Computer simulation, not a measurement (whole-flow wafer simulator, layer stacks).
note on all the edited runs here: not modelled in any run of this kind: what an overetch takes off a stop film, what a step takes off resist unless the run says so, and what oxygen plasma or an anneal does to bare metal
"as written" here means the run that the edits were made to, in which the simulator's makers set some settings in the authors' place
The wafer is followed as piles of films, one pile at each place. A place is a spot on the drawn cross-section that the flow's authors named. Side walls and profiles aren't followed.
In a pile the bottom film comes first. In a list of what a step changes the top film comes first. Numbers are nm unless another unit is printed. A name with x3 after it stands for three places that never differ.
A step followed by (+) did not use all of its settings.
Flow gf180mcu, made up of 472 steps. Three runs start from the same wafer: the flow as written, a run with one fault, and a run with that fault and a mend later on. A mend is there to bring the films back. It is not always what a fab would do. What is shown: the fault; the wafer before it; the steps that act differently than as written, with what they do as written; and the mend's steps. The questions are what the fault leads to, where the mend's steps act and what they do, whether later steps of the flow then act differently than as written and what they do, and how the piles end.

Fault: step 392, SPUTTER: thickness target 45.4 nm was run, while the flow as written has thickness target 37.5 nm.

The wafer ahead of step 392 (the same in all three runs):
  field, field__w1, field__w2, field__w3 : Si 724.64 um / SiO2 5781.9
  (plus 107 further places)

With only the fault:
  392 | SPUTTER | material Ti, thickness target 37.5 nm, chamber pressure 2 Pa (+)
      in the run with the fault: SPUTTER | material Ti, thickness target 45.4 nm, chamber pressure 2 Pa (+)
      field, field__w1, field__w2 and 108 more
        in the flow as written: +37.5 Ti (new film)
        in the run with the fault: +45.4 Ti (new film)
  Steps further on in the flow that do not act as written (1 other step is not shown; it differs only slightly, by no more than 2% or 0.5 nm, whichever is larger):
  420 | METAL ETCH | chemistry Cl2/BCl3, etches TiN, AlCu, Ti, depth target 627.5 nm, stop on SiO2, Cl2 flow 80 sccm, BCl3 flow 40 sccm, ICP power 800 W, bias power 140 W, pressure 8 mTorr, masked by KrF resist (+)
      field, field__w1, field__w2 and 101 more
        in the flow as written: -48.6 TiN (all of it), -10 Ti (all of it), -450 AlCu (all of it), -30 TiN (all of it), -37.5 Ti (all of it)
        in the run with the fault: -48.6 TiN (all of it), -10 Ti (all of it), -450 AlCu (all of it), -30 TiN (all of it), -45.4 Ti (all of it)
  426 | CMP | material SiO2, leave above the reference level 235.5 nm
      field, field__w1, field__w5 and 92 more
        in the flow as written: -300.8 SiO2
        in the run with the fault: -292.9 SiO2
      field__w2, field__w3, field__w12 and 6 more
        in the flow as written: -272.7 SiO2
        in the run with the fault: -264.4 SiO2
  At field__w4, field__w8, contact, m1, m1__w1, mim, mim_1p0, m1_nw, the piles at the end differ from the flow's by more than 2% or 0.5 nm, whichever is larger.
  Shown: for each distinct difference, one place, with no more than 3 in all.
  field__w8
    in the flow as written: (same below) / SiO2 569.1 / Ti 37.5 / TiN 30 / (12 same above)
    in the run with the fault: (same below) / SiO2 569.1 / Ti 45.4 / TiN 30 / (12 same above)
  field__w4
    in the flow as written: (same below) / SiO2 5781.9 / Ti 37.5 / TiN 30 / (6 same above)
    in the run with the fault: (same below) / SiO2 5781.9 / Ti 45.4 / TiN 30 / (6 same above)
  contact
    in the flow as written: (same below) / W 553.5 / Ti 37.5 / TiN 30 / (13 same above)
    in the run with the fault: (same below) / W 553.5 / Ti 45.4 / TiN 30 / (13 same above)

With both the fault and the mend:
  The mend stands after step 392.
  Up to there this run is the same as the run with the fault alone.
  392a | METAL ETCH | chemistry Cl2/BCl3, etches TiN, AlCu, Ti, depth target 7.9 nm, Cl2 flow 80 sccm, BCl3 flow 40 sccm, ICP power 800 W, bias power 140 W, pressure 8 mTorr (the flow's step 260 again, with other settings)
      field, field__w1, field__w2 and 108 more
        -7.9 Ti
  None of the later steps of the flow acts differently than as written at any place that is followed.
  The piles end the same as the flow's at every place that both follow.
